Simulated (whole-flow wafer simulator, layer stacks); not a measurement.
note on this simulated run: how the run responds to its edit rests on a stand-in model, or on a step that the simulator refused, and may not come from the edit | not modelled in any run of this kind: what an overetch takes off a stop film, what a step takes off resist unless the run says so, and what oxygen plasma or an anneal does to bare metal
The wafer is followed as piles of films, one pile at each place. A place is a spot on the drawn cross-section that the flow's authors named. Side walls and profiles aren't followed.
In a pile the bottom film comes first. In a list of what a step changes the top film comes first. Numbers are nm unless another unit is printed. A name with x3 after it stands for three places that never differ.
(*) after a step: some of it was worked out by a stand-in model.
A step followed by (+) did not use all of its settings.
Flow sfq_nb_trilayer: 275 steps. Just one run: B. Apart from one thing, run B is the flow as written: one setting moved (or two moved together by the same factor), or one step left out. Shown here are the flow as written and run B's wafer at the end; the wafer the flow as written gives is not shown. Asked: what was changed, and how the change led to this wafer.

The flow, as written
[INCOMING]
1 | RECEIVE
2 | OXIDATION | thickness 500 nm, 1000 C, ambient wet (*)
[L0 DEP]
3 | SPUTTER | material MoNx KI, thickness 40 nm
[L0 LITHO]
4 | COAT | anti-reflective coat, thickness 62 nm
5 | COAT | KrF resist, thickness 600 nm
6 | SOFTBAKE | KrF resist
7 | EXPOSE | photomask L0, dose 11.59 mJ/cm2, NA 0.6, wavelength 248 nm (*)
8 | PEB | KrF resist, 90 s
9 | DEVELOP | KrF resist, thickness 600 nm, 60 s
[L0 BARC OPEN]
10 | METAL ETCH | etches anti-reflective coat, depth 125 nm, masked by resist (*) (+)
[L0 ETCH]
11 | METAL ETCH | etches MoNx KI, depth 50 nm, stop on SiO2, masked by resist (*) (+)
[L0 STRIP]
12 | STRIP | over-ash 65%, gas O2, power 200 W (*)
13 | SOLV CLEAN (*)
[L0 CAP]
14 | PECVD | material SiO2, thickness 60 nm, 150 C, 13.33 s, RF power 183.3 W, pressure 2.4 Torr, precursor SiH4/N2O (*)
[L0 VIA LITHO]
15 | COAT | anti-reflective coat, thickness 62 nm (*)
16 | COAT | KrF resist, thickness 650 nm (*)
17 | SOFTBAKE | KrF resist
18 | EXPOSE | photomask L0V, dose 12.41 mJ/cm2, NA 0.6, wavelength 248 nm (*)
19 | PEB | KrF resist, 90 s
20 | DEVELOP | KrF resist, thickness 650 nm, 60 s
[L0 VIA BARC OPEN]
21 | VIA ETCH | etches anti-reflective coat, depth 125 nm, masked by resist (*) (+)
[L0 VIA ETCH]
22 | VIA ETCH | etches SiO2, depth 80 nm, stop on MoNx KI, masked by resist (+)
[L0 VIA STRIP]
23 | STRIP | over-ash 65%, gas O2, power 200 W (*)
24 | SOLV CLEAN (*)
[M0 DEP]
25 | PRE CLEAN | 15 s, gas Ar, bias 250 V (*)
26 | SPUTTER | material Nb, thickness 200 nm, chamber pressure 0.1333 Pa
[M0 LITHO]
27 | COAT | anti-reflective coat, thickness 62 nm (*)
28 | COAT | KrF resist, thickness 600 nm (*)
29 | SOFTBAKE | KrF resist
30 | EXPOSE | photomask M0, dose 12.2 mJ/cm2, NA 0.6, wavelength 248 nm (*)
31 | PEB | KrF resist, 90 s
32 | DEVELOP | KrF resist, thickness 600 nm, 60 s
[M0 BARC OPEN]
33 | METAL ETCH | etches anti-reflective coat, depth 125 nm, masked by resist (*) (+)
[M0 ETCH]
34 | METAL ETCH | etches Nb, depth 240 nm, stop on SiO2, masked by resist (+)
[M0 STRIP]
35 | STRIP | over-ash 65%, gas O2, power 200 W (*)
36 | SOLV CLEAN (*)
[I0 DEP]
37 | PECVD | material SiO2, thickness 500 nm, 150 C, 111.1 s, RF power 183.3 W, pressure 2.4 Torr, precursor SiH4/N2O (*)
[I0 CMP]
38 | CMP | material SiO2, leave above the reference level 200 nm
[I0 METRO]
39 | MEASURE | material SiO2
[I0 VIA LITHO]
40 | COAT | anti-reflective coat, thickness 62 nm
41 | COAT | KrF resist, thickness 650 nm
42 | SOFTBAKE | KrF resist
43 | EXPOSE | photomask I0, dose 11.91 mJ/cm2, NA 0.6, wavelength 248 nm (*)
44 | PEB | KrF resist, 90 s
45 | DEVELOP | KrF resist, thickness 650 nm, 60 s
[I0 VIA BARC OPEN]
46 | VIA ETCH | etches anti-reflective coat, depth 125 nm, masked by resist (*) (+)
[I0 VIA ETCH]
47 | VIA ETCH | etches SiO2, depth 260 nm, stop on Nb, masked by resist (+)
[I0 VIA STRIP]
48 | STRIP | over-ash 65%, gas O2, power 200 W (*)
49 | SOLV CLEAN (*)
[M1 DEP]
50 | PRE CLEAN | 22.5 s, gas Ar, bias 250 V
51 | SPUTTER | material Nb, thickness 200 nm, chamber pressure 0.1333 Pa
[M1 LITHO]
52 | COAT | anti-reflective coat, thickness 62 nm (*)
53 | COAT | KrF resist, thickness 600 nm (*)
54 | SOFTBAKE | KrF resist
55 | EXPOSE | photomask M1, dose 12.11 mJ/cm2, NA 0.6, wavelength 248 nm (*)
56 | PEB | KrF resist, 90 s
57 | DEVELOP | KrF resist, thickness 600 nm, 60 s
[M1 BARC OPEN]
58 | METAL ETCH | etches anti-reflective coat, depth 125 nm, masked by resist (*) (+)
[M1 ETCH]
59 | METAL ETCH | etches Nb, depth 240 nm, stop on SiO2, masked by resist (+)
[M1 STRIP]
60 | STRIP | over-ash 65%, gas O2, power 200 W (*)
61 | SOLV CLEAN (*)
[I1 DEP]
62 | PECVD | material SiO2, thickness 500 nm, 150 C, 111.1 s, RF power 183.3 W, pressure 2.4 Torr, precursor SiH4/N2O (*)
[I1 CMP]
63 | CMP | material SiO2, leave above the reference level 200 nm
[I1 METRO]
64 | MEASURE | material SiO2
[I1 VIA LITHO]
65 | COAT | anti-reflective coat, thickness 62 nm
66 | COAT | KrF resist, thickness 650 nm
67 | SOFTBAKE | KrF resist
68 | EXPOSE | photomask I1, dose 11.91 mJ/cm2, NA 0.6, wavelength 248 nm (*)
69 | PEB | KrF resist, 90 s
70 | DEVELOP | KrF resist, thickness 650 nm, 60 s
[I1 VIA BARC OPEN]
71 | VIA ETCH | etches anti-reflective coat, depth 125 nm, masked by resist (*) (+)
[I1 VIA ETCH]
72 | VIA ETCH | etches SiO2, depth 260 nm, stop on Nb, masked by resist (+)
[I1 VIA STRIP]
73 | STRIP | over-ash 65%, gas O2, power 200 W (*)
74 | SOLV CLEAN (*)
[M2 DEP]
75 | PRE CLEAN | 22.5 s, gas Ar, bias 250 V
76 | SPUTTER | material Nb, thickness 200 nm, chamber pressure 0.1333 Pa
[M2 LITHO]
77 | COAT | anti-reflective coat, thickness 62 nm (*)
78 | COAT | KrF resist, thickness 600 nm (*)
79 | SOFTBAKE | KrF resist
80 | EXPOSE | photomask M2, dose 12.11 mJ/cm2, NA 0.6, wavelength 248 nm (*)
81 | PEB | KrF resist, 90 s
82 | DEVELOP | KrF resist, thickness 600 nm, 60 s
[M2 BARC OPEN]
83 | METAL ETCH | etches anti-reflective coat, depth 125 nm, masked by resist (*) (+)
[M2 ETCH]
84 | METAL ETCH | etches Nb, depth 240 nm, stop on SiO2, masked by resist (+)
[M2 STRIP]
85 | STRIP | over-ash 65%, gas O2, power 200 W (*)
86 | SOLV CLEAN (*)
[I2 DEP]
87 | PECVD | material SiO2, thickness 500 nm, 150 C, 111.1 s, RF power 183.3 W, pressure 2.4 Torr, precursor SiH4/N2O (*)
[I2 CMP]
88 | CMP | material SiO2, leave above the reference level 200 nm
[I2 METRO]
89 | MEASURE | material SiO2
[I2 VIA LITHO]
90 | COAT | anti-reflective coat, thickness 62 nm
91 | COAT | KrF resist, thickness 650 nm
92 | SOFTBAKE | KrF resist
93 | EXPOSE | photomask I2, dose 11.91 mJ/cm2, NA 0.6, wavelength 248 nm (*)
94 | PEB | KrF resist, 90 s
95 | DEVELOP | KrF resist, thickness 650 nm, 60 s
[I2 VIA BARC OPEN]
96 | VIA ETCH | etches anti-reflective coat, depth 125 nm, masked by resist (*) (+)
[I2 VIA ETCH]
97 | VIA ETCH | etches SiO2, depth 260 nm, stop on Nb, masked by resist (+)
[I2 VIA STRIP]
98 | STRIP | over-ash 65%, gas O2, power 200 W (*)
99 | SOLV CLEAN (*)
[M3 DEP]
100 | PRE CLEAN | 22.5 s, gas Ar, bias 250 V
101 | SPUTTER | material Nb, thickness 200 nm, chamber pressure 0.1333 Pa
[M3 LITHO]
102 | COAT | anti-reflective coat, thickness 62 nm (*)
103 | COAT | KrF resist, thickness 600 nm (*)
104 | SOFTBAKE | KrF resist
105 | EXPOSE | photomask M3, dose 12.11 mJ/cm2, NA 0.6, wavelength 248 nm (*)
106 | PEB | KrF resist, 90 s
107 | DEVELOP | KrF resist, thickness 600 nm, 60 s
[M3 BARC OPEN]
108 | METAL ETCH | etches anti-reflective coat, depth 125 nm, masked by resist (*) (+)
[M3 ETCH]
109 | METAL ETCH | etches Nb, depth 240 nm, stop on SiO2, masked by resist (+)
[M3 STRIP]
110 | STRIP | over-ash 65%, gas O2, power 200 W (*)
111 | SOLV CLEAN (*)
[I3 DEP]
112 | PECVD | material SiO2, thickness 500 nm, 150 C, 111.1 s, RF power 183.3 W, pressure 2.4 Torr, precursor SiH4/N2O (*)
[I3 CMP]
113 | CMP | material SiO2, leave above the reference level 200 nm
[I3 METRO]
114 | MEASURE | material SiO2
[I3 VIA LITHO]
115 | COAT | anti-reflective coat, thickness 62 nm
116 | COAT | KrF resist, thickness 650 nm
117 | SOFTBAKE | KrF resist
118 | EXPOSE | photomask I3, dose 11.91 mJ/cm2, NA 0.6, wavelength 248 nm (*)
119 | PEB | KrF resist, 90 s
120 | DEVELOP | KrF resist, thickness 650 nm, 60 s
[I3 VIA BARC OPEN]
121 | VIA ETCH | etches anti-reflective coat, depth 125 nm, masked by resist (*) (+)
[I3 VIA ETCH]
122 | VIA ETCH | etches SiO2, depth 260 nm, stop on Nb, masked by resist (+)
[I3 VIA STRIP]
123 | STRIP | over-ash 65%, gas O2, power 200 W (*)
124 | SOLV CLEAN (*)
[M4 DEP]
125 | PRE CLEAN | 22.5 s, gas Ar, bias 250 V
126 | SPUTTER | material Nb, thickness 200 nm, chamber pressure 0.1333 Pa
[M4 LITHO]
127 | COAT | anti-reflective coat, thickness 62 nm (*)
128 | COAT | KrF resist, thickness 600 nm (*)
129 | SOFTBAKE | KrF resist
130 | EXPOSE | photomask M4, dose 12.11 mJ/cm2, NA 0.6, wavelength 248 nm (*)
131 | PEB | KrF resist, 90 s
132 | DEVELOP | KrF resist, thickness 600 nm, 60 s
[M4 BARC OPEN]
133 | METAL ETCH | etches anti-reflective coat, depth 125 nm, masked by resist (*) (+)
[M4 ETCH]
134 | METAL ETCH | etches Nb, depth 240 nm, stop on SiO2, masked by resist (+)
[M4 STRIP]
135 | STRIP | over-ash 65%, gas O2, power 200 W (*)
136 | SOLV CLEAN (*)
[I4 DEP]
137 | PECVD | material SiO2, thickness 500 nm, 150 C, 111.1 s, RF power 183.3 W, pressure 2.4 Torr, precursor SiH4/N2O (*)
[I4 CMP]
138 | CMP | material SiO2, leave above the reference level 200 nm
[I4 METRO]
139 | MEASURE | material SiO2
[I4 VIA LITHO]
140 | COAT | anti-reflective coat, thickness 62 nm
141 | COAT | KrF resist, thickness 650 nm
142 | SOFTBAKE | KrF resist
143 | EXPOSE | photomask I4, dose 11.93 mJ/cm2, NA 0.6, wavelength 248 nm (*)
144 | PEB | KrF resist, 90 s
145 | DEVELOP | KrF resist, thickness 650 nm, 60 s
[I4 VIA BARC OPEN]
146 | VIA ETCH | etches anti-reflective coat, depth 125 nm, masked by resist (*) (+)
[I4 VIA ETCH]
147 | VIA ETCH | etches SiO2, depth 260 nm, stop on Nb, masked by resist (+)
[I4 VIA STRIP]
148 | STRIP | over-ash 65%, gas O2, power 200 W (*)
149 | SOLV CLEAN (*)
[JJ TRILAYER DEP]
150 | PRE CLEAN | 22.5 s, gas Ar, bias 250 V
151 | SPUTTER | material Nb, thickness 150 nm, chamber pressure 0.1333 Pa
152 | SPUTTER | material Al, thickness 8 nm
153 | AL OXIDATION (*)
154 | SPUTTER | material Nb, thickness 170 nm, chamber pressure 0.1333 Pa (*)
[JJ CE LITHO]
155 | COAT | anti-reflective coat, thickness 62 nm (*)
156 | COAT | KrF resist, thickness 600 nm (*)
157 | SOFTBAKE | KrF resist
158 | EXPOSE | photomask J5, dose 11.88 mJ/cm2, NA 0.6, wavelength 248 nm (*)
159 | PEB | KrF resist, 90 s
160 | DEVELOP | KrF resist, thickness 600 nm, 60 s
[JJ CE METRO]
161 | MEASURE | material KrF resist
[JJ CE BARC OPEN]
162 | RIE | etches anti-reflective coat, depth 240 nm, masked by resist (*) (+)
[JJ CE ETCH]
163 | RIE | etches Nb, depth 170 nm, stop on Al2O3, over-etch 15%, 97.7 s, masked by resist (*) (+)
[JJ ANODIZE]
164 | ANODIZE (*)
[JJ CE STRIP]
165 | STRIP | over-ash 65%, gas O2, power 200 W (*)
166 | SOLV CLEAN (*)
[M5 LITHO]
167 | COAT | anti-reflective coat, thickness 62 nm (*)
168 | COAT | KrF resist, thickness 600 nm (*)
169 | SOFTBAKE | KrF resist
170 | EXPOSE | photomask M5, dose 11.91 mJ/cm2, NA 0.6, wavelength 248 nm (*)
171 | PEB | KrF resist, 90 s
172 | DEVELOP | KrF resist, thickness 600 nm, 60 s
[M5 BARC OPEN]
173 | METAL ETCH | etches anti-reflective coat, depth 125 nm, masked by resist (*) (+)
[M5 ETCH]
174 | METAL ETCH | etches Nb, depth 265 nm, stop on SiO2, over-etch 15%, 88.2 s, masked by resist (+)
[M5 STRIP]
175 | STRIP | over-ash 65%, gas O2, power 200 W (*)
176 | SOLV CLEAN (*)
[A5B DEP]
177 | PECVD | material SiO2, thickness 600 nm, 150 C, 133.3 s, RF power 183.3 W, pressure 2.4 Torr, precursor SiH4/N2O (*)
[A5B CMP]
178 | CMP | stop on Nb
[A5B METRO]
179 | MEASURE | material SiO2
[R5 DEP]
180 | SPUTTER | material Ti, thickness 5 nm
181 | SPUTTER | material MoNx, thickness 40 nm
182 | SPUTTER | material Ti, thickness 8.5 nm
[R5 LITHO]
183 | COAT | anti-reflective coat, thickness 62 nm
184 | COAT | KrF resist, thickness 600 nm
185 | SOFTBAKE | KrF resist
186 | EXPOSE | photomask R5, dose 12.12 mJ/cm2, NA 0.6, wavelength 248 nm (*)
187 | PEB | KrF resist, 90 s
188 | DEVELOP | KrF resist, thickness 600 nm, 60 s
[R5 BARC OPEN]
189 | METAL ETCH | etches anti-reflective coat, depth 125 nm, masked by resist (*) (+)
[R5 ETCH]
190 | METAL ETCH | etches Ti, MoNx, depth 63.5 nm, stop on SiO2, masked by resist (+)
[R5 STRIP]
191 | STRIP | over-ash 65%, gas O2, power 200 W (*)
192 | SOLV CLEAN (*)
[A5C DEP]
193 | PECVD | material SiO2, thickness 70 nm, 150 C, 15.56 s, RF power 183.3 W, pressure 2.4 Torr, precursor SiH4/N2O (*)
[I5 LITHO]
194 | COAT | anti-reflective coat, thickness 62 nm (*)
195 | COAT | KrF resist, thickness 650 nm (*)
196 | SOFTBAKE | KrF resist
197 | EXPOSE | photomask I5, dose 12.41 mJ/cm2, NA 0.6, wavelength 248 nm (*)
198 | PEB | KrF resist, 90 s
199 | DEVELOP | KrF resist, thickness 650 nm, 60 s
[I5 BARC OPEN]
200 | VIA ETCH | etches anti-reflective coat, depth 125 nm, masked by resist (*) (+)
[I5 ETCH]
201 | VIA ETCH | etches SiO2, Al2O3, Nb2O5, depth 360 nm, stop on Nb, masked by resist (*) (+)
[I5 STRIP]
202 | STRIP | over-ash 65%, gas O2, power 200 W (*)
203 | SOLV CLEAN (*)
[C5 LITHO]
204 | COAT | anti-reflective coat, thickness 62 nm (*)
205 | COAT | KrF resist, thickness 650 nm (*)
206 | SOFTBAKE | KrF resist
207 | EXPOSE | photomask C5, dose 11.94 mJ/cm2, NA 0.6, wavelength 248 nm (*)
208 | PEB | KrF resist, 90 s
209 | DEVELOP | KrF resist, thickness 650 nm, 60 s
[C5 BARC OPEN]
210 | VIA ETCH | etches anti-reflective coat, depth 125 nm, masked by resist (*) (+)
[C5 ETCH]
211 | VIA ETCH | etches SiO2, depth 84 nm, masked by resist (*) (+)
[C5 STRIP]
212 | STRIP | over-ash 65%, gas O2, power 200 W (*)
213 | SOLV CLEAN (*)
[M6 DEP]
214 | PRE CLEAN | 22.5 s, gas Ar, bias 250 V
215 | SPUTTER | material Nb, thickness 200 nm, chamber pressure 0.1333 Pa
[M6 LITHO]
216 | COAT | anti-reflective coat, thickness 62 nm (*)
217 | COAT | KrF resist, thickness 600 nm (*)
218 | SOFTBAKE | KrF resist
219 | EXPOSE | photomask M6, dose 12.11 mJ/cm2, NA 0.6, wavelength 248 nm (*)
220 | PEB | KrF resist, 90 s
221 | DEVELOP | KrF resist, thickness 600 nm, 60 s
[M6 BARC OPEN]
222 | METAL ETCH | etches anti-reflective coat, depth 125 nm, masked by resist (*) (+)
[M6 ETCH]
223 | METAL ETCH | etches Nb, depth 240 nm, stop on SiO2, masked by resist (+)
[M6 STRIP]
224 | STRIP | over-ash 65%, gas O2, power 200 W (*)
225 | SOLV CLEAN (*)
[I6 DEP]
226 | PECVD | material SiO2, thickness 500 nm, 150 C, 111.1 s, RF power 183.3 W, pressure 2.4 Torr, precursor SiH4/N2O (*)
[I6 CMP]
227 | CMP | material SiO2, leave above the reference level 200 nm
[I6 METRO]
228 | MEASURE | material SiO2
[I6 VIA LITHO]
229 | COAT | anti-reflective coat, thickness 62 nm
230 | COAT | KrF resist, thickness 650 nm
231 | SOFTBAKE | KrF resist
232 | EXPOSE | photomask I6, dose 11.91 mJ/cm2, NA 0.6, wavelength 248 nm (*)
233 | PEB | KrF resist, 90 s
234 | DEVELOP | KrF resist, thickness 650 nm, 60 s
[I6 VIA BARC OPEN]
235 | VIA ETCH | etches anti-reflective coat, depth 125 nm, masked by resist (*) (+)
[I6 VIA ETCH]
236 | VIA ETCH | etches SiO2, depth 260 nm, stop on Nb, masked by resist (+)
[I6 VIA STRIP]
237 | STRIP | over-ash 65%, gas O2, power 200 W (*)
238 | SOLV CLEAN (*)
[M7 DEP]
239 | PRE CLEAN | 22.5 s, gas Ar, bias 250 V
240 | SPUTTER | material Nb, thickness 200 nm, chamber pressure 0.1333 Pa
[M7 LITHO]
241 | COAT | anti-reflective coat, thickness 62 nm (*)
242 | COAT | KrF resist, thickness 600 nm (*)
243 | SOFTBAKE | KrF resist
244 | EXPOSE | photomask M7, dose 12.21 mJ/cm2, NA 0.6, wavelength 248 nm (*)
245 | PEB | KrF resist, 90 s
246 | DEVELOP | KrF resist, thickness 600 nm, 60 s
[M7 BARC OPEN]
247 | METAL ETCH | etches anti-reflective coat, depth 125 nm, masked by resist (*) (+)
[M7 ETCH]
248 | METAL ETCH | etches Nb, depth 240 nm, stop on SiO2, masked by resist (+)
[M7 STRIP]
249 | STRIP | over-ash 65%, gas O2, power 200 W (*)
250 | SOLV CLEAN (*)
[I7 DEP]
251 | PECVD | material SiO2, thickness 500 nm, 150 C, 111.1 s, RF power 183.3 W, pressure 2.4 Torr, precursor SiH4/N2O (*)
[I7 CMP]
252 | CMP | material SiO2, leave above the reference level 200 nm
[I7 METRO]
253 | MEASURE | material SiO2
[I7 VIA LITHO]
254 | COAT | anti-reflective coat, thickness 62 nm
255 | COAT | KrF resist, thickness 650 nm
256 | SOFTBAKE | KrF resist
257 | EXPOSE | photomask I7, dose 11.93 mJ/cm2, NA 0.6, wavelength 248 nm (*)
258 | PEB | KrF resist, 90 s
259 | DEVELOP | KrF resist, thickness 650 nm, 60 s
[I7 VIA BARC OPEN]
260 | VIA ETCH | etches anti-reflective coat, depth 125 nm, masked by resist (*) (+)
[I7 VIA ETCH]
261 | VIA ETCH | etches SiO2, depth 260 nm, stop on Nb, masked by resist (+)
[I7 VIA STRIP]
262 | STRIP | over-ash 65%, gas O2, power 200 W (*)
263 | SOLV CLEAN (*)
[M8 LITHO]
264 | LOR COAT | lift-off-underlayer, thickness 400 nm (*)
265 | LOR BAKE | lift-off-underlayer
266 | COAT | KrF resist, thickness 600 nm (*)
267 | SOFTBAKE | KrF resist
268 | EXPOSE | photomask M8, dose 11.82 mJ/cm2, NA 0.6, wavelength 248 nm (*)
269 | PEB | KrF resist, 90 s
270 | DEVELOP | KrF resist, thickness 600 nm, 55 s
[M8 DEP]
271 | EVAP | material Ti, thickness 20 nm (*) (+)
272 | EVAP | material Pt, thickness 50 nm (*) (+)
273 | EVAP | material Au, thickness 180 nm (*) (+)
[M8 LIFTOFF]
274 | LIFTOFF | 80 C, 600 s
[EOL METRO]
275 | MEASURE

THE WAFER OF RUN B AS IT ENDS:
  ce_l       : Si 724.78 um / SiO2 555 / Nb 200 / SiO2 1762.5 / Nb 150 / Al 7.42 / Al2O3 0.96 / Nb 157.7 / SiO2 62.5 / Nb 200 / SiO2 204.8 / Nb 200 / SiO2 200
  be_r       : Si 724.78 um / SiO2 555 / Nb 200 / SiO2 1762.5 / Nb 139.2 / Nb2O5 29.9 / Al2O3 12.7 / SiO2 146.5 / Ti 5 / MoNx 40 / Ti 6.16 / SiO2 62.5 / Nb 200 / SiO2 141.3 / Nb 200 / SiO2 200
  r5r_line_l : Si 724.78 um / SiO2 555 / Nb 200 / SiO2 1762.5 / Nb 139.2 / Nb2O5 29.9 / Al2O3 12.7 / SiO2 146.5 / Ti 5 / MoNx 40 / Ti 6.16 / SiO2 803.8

What caused this: step 182, SPUTTER: thickness 6.16 nm was run, though the flow has thickness 8.5 nm.
The wafer lets one read it off: be_r has Ti 6.16, and step 182 as written asks for 8.5 nm.

The path from the change to this, step by step:
  182 | SPUTTER | material Ti, thickness 8.5 nm
      field_l, v_sur, via_wl and 103 more: Ti gains 6.16 (new film) (in the flow as written it would be: Ti gains 8.5 (new film))
  190 | METAL ETCH | etches Ti, MoNx, depth 63.5 nm, stop on SiO2, masked by resist (+)
      field_l, v_sur, via_wl and 92 more: Ti loses 6.16 (all of it), MoNx loses 40 (all of it), Ti loses 5 (all of it) (in the flow as written it would be: Ti loses 8.5 (all of it), MoNx loses 40 (all of it), Ti loses 5 (all of it))
      ce_l, c5j, ce_r, wl_jj: Ti loses 6.16 (all of it), MoNx loses 40 (all of it), Ti loses 5 (all of it), Nb loses 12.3 (in the flow as written it would be: Ti loses 8.5 (all of it), MoNx loses 40 (all of it), Ti loses 5 (all of it), Nb loses 10)
